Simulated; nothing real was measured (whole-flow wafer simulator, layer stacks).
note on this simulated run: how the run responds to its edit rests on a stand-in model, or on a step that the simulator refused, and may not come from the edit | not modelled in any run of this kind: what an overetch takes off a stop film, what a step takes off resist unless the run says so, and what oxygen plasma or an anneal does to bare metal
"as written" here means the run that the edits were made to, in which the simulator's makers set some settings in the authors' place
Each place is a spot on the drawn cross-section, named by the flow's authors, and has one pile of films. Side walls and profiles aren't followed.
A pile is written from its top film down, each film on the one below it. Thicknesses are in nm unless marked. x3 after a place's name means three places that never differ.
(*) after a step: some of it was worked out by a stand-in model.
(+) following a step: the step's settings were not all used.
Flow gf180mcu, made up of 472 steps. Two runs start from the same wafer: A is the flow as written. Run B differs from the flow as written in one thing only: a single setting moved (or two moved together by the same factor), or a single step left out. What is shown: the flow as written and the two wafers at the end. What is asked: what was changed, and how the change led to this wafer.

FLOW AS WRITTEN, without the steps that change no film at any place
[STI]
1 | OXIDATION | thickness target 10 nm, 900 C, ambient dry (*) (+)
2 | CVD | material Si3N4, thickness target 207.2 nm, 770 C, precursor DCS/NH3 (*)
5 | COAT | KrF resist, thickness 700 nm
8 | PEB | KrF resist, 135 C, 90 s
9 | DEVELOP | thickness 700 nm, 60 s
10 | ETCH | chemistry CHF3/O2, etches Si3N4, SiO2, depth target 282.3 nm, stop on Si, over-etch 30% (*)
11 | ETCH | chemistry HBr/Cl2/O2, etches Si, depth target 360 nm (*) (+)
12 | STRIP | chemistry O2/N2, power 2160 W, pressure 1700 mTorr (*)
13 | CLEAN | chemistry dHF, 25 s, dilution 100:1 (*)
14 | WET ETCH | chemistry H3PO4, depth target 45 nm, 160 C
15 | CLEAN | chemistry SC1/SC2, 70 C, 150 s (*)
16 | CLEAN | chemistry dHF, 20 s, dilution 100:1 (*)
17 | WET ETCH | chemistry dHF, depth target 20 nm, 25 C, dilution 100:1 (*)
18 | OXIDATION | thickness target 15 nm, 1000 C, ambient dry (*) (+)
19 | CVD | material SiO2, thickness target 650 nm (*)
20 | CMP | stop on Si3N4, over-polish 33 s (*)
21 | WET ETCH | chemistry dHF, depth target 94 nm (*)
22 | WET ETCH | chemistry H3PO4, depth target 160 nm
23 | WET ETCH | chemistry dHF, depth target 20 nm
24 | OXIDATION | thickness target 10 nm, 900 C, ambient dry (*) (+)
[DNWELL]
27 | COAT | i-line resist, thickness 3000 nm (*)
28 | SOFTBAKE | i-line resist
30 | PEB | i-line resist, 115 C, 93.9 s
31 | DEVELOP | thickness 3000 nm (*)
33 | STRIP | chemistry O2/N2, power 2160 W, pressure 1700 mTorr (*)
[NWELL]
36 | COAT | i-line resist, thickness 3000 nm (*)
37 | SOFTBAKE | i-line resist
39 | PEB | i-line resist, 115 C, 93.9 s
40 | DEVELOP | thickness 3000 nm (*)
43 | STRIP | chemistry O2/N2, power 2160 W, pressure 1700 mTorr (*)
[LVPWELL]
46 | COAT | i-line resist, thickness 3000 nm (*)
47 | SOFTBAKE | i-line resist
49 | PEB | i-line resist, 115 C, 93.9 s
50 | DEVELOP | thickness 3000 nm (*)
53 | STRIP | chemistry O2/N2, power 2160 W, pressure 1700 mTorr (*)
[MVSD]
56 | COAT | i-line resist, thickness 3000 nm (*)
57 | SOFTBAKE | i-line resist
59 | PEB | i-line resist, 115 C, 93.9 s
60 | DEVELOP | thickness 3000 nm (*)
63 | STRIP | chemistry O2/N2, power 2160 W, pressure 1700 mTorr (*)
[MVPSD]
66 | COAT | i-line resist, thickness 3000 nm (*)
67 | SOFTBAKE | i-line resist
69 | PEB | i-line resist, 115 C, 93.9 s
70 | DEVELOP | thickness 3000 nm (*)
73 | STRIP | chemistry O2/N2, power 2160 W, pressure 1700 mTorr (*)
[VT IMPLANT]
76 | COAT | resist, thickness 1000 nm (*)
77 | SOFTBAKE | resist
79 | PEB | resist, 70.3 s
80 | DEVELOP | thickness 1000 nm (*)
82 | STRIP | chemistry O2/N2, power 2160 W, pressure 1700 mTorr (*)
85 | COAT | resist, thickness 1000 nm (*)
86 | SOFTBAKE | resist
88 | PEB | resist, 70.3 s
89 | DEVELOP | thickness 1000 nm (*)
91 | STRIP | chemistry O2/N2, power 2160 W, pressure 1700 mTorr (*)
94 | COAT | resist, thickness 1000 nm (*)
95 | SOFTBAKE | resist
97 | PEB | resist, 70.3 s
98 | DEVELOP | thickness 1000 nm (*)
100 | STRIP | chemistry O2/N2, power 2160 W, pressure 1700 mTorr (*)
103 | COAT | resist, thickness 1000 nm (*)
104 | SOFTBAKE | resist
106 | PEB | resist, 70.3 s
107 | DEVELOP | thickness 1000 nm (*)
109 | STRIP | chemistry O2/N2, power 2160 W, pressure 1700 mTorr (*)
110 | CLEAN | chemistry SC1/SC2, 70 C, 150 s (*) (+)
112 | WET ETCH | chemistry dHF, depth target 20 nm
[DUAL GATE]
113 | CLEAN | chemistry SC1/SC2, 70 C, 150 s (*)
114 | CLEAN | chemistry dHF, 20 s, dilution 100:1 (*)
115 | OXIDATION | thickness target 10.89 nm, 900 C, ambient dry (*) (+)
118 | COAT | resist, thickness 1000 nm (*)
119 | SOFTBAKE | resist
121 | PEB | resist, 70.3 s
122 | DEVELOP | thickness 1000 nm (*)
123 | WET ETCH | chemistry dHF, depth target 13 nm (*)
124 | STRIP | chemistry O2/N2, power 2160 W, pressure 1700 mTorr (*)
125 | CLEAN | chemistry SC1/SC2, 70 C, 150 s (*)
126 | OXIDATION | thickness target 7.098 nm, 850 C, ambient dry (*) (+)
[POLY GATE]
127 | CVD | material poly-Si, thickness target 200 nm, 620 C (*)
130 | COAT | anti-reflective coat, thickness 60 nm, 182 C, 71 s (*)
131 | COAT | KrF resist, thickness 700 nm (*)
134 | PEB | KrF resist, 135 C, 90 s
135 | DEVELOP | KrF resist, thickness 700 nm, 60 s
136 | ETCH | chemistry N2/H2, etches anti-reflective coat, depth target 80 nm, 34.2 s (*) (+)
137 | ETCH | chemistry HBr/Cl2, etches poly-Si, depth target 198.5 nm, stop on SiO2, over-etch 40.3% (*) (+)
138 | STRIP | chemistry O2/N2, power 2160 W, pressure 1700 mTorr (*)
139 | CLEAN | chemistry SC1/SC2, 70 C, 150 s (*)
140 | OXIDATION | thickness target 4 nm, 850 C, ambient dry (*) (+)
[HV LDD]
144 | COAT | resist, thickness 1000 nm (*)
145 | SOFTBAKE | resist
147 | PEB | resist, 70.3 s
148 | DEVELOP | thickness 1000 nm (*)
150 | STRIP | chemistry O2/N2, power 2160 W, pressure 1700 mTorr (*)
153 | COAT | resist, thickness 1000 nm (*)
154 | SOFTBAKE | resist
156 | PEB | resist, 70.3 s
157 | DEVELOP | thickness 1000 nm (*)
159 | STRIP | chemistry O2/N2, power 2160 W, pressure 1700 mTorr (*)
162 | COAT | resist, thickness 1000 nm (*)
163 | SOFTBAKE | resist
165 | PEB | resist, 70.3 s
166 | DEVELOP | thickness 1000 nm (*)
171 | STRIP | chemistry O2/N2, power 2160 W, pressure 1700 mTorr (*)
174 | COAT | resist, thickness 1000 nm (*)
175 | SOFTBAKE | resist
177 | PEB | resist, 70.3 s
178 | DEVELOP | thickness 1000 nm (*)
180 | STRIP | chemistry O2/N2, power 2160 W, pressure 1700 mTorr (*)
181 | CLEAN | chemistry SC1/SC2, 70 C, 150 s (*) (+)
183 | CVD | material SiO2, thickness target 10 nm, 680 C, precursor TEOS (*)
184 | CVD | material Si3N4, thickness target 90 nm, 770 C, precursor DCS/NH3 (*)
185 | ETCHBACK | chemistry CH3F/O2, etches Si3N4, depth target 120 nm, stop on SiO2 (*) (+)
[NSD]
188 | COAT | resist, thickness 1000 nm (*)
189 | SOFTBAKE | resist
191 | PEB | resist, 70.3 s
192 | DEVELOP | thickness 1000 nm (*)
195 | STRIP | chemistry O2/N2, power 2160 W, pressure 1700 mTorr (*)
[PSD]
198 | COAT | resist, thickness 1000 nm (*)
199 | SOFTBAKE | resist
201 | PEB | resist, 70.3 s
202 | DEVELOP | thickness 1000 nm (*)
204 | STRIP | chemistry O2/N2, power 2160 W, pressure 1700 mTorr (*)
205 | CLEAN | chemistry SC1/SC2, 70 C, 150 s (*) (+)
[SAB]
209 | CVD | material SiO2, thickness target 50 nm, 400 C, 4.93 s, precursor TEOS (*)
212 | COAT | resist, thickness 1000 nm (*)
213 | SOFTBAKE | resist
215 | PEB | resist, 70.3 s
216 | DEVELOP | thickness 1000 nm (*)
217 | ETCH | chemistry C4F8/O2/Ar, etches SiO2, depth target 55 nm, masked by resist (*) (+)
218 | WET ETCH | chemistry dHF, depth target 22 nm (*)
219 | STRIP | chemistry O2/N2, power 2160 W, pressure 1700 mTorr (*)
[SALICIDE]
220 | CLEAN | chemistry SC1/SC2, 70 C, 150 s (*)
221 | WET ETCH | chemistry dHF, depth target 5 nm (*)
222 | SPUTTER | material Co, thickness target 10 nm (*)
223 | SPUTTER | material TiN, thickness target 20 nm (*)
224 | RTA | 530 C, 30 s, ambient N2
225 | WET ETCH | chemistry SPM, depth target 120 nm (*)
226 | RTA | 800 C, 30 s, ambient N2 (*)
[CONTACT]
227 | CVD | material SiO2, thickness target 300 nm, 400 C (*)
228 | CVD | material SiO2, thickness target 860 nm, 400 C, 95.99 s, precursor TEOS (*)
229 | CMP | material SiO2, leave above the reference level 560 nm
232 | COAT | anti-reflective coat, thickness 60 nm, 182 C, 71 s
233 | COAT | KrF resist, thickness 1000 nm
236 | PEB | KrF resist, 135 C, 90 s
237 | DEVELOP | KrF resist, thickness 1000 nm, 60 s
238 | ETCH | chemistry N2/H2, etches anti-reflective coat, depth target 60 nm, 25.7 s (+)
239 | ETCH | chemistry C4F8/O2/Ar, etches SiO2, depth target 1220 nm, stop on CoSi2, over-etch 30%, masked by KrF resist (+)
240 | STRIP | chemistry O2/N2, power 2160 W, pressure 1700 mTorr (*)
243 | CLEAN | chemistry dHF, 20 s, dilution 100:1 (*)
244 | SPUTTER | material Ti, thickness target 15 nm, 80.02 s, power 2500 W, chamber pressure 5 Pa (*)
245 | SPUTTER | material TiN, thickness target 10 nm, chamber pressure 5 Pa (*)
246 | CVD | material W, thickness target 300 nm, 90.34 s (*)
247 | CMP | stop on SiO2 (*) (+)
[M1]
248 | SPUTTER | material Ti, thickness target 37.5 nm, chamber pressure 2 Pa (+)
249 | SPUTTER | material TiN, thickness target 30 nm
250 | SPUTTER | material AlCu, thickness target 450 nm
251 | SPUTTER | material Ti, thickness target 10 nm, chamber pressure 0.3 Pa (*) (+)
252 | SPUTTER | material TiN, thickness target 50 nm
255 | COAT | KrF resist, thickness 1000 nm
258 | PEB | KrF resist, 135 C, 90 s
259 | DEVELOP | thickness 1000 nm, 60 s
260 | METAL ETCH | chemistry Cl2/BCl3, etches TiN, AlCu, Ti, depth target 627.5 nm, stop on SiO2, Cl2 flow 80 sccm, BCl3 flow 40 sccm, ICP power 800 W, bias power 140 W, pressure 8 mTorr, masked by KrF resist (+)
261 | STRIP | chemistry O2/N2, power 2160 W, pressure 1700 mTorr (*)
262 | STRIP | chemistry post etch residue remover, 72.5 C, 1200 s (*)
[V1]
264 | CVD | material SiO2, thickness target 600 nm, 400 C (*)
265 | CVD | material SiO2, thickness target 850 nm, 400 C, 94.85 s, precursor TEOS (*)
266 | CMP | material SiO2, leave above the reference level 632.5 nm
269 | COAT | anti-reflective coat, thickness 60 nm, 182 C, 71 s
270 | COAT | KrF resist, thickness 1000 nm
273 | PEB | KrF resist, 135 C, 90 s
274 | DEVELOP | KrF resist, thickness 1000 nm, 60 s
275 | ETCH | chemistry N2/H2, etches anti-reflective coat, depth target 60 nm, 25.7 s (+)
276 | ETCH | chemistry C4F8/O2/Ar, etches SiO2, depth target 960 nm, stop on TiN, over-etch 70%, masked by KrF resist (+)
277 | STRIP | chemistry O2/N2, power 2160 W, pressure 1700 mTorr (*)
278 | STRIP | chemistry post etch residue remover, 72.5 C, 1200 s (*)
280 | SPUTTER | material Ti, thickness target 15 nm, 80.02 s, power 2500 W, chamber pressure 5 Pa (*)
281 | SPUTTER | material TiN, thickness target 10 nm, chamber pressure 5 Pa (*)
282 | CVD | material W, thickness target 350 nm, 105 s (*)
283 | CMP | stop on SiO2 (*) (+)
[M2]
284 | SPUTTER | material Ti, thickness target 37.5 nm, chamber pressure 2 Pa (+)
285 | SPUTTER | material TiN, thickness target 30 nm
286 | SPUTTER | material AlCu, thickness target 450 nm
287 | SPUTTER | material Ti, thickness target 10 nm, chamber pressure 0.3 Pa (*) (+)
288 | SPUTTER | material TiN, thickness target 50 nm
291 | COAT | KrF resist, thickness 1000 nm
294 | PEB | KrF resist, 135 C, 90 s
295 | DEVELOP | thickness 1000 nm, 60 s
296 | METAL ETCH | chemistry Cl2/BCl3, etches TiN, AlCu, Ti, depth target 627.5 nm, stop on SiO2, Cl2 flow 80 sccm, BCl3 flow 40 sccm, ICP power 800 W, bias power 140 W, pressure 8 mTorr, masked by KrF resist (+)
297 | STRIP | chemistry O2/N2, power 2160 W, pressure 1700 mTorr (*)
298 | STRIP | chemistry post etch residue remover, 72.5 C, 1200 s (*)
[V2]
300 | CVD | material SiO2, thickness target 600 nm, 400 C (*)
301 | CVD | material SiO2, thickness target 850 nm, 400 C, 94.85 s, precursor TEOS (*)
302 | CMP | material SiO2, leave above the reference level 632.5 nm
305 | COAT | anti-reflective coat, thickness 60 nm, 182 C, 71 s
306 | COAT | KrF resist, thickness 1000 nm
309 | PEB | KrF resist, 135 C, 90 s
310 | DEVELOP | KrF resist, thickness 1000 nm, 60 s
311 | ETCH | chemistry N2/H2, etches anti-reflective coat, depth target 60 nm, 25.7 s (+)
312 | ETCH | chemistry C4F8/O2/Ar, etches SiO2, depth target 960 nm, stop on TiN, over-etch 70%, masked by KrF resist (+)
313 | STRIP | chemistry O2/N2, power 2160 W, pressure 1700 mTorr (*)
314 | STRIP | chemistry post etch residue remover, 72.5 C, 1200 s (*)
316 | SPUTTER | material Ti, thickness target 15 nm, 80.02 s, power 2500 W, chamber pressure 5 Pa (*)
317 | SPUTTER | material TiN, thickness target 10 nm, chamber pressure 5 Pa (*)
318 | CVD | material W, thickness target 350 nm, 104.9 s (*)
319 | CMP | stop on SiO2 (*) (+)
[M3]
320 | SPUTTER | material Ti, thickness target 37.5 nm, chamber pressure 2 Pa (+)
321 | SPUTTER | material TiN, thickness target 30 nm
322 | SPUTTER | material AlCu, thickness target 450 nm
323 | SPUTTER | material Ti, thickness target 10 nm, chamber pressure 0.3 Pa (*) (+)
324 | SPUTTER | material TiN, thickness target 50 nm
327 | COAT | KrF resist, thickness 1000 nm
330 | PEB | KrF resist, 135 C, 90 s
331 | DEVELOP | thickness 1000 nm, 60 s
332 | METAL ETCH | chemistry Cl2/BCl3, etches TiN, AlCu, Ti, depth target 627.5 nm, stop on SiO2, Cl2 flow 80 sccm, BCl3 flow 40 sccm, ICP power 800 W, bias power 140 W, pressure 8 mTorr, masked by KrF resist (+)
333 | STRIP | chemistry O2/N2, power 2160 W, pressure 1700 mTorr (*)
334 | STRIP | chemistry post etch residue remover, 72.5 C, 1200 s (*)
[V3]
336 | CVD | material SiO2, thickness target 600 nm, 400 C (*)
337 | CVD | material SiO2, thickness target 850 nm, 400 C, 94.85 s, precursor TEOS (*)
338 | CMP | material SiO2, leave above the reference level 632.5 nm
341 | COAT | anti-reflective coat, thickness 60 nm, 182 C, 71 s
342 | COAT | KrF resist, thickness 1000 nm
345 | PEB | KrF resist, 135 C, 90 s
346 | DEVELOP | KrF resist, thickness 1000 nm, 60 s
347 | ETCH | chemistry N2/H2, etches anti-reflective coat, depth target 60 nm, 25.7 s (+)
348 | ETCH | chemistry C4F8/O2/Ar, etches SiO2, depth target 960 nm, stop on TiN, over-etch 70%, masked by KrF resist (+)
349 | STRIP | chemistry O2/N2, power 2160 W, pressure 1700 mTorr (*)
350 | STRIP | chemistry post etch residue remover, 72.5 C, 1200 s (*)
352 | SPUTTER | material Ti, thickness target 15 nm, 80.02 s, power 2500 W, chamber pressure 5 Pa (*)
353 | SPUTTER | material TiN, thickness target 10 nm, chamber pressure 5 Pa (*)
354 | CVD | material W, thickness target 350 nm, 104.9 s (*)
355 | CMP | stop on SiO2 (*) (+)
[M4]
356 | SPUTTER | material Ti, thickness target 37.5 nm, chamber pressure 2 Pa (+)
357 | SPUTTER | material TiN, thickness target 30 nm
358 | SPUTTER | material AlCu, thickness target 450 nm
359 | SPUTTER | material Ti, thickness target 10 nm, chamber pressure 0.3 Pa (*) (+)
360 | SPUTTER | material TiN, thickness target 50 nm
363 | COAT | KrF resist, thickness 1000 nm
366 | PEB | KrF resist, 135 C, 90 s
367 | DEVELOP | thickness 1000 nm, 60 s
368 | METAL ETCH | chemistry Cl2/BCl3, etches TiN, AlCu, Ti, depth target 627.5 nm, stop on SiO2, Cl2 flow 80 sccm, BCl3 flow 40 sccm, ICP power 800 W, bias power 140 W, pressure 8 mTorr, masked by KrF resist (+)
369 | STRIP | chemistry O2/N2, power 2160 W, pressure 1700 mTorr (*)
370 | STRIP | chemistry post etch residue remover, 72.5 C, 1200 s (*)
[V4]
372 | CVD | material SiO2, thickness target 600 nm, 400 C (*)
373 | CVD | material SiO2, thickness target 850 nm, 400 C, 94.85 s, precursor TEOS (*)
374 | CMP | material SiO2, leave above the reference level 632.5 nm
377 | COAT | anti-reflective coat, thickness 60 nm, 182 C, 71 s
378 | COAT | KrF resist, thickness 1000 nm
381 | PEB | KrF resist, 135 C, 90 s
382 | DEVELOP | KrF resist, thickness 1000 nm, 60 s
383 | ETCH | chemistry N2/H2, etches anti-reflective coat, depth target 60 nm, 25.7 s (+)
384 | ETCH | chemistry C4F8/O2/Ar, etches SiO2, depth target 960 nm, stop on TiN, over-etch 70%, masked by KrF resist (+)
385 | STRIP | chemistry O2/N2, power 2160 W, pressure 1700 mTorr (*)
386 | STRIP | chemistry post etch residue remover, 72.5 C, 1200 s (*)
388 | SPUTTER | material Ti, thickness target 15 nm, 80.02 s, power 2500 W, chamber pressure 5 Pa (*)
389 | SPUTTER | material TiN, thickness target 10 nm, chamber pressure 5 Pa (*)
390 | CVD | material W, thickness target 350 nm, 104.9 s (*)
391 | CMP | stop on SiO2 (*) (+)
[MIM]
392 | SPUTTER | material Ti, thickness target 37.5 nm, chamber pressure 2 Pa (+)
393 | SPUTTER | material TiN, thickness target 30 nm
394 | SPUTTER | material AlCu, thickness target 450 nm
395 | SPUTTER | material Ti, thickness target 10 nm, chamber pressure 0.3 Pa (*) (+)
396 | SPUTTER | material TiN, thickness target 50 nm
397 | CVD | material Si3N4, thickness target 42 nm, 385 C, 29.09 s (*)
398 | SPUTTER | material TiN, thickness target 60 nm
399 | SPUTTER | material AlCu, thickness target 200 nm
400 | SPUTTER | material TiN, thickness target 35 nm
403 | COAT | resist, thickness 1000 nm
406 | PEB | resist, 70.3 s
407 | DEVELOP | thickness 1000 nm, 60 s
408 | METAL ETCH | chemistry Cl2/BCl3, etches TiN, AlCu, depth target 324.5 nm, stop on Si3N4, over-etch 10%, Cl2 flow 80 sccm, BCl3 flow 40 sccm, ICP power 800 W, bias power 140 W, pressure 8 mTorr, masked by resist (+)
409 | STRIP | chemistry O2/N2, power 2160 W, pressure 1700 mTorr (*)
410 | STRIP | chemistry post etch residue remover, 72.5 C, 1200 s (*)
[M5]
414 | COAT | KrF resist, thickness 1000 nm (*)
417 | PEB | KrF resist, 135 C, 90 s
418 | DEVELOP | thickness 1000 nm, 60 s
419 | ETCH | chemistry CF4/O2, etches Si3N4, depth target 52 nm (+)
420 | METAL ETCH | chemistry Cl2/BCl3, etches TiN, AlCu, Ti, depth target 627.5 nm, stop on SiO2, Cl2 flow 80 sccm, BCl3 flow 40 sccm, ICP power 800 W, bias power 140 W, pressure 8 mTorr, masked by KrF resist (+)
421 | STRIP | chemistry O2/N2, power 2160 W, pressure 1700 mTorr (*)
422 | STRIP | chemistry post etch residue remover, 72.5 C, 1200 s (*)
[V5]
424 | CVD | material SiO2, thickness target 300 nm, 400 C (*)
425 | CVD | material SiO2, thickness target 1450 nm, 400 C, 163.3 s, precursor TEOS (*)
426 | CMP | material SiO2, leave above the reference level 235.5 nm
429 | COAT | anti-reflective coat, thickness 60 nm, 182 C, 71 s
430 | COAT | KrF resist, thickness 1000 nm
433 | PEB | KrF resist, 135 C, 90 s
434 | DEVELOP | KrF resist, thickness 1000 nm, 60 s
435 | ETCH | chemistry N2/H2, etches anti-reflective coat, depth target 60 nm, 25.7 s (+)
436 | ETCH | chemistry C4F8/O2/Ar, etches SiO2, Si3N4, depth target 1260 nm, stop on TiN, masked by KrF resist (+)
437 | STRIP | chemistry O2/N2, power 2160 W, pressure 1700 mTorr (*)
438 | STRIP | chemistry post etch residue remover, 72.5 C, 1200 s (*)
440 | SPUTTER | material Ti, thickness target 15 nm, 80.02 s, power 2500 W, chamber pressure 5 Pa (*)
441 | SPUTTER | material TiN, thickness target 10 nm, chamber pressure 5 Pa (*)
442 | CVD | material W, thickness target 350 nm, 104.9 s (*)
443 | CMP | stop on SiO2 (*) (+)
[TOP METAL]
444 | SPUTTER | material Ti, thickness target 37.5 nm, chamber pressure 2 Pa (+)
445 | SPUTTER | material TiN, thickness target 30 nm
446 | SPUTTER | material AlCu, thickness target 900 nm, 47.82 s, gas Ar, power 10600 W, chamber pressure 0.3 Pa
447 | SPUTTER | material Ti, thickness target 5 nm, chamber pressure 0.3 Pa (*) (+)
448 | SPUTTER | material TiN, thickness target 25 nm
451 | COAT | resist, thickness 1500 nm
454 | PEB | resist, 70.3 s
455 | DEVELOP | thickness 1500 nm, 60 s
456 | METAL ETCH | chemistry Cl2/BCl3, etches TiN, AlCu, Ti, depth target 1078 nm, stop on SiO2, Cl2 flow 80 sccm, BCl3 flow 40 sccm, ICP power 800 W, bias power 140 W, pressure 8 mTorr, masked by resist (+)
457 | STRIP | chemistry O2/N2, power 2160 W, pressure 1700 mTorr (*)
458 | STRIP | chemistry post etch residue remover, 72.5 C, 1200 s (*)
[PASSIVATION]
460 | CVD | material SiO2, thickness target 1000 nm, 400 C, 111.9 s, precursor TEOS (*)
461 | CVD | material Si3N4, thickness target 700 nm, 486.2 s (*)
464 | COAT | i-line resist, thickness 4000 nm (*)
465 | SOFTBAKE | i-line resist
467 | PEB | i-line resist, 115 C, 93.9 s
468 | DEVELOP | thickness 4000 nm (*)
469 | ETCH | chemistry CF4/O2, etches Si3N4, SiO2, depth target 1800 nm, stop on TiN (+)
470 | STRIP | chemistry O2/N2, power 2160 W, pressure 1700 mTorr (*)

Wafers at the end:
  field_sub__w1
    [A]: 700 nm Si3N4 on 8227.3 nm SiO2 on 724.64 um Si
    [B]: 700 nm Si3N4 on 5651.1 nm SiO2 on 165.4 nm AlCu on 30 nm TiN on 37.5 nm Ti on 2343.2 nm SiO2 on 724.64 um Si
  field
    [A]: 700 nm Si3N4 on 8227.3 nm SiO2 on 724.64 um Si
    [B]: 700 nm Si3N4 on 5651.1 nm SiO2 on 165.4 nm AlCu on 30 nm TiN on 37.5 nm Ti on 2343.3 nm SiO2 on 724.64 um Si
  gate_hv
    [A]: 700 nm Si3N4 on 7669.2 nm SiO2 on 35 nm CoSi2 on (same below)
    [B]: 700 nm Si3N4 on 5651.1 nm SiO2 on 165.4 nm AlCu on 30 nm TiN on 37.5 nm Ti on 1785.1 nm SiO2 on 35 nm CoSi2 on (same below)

Cause: step 296, METAL ETCH: depth target 338.9 nm was run, whereas the flow has depth target 627.5 nm.

Step by step, how the change led to this:
  296 | METAL ETCH | chemistry Cl2/BCl3, etches TiN, AlCu, Ti, depth target 627.5 nm, stop on SiO2, Cl2 flow 80 sccm, BCl3 flow 40 sccm, ICP power 800 W, bias power 140 W, pressure 8 mTorr, masked by KrF resist (+)
      field, field__w1, field__w2 and 103 more: A -50 TiN (all of it), -10 Ti (all of it), -450 AlCu (all of it), -30 TiN (all of it), -37.5 Ti (all of it) | B -50 TiN (all of it), -10 Ti (all of it), -278.9 AlCu
      field__w8, contact, m1, m1__w1, m1_nw: A -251 KrF resist | B -135.6 KrF resist
  297 | STRIP | chemistry O2/N2, power 2160 W, pressure 1700 mTorr (*)
      field__w8, contact, m1, m1__w1, m1_nw: A -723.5 KrF resist (all of it) | B -839 KrF resist (all of it)
  298 | STRIP | chemistry post etch residue remover, 72.5 C, 1200 s (*)
      field, field__w1, field__w2 and 103 more: A nothing | B -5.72 AlCu
  300 | CVD | material SiO2, thickness target 600 nm, 400 C (*)
      field, field__w1, field__w2 and 103 more: A +600 SiO2 | B +600 SiO2 (new film)
  302 | CMP | material SiO2, leave above the reference level 632.5 nm
      field, field__w1, field__w2 and 103 more: A -300 SiO2 | B -532.9 SiO2
Taking metal films that touch as one body, field_sub__w1 has 1 body; the flow as written gives 0 bodies.
Taking metal films that touch as one body, field has 1 body; the flow as written gives 0 bodies.
Taking metal films that touch as one body, gate_hv has 2 bodies (between them, from the top down: SiO2 1785.1); the flow as written gives 1 body.
